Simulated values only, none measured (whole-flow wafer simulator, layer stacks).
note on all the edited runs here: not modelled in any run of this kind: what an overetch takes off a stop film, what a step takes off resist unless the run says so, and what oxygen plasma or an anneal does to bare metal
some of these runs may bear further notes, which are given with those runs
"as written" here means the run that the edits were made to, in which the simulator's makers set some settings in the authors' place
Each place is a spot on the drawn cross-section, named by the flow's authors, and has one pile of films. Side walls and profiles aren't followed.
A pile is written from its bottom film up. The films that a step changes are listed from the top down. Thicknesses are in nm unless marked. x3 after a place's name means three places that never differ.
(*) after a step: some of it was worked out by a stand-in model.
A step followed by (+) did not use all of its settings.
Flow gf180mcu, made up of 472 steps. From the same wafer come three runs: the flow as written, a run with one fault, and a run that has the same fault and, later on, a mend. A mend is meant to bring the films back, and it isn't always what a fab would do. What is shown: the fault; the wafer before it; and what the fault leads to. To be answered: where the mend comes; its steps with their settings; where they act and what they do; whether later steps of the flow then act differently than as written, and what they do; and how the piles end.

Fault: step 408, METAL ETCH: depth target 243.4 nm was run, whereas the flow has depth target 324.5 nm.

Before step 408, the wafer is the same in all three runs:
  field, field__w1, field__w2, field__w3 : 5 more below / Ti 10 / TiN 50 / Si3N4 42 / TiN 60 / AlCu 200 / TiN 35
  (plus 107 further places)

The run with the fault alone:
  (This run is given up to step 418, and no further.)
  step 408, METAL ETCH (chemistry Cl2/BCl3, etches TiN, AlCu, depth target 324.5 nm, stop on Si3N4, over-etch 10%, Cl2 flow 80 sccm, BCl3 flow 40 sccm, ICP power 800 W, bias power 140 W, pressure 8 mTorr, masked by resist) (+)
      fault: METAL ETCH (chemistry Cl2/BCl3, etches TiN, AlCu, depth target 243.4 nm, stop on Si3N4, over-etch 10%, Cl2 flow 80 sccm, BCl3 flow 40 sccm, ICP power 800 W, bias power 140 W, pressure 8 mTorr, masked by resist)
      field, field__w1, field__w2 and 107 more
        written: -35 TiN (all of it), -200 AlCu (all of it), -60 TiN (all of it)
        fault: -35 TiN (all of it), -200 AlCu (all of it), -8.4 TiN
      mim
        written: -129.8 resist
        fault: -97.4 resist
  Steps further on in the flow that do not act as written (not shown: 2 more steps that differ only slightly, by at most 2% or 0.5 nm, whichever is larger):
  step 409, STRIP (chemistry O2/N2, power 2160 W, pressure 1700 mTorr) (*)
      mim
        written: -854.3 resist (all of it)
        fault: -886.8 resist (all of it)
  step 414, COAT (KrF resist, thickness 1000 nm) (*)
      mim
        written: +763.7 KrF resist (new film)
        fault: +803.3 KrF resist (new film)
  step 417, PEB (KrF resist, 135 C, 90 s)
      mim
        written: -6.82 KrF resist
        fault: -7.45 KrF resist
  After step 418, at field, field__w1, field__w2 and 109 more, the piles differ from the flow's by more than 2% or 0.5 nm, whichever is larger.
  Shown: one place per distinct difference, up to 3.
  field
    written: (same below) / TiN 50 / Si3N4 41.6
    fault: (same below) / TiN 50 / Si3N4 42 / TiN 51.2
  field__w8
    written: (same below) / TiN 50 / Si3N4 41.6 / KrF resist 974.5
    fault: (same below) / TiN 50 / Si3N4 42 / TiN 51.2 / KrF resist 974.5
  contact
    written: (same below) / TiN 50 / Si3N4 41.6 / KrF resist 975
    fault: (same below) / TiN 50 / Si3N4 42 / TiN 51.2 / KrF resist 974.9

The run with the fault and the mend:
  After step 410 comes the mend.
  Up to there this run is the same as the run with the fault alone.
  step 410a, DEHYDRATE (200 C, 60 s) (a further turn of the flow's step 401)
      alters no film at any place that is followed
  step 410b, HMDS (120 C, 60 s) (a further turn of the flow's step 402)
      alters no film at any place that is followed
  step 410c, COAT (resist, thickness 1000 nm) (*) (a further turn of the flow's step 403)
      field__w8, m1__w1, iso_ptap_pw and 39 more
        +1000 resist (new film)
      field_sub__w1, field_sub__w5, sd_p, gate_p, active_nat, nw_enc_fld_lv, nw_enc_fld_lv__w3
        +1000.9 resist (new film)
      p_well, sti, spacer, sd_n, mim_1p0, pad, dice_street
        +1000.5 resist (new film)
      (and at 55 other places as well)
  step 410d, SOFTBAKE (resist) (a further turn of the flow's step 404)
      field__w9, nplus_u
        -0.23 resist
      field__w2
        +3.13 resist
      field__w3
        +3.29 resist
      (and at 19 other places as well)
  step 410e, EXPOSE (photomask FuseTop) (a further turn of the flow's step 405)
      alters no film at any place that is followed
  step 410f, PEB (resist, 70.3 s) (a further turn of the flow's step 406)
      field, field__w1, field__w5 and 95 more
        -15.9 resist
      field__w2, field__w3, field__w12, pplus_u, nw_enc_fld_lv__w1, nw_enc_fld_lv__w4
        -16 resist
      field__w11, field__w13, ppoly_u, npoly_sal
        -16.2 resist
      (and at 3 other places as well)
  step 410g, DEVELOP (thickness 1000 nm, 60 s) (a further turn of the flow's step 407)
      field__w8, m1__w1, iso_ptap_pw and 39 more
        -984.1 resist (all of it)
      field_sub__w1, field_sub__w5, n_well, sd_p, gate_p, nw_enc_fld_lv, nw_enc_fld_lv__w3
        -985 resist (all of it)
      p_well, sti, spacer, sd_n, mim_1p0, pad, dice_street
        -984.6 resist (all of it)
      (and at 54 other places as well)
  step 410h, METAL ETCH (chemistry Cl2/BCl3, etches TiN, AlCu, depth target 81.1 nm, stop on Si3N4, over-etch 10%, Cl2 flow 80 sccm, BCl3 flow 40 sccm, ICP power 800 W, bias power 140 W, pressure 8 mTorr, masked by resist) (+) (a further turn of the flow's step 408, with different settings)
      field, field__w1, field__w2 and 107 more
        -51.2 TiN (all of it)
      mim
        -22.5 resist
  step 410i, STRIP (chemistry O2/N2, power 2160 W, pressure 1700 mTorr) (*) (a further turn of the flow's step 409)
      mim
        -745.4 resist (all of it)
  step 410j, STRIP (chemistry post etch residue remover, 72.5 C, 1200 s) (*) (a further turn of the flow's step 410)
      field, field__w1, field__w2 and 107 more
        -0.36 Si3N4
      mim
        -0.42 TiN
  None of the later steps of the flow differs from how it acts as written, at any place that is followed, by more than 2% or 0.5 nm, whichever is larger.
  At the end the piles are close to the flow's at the places that both follow, differing by at most 2% or 0.5 nm, whichever is larger.
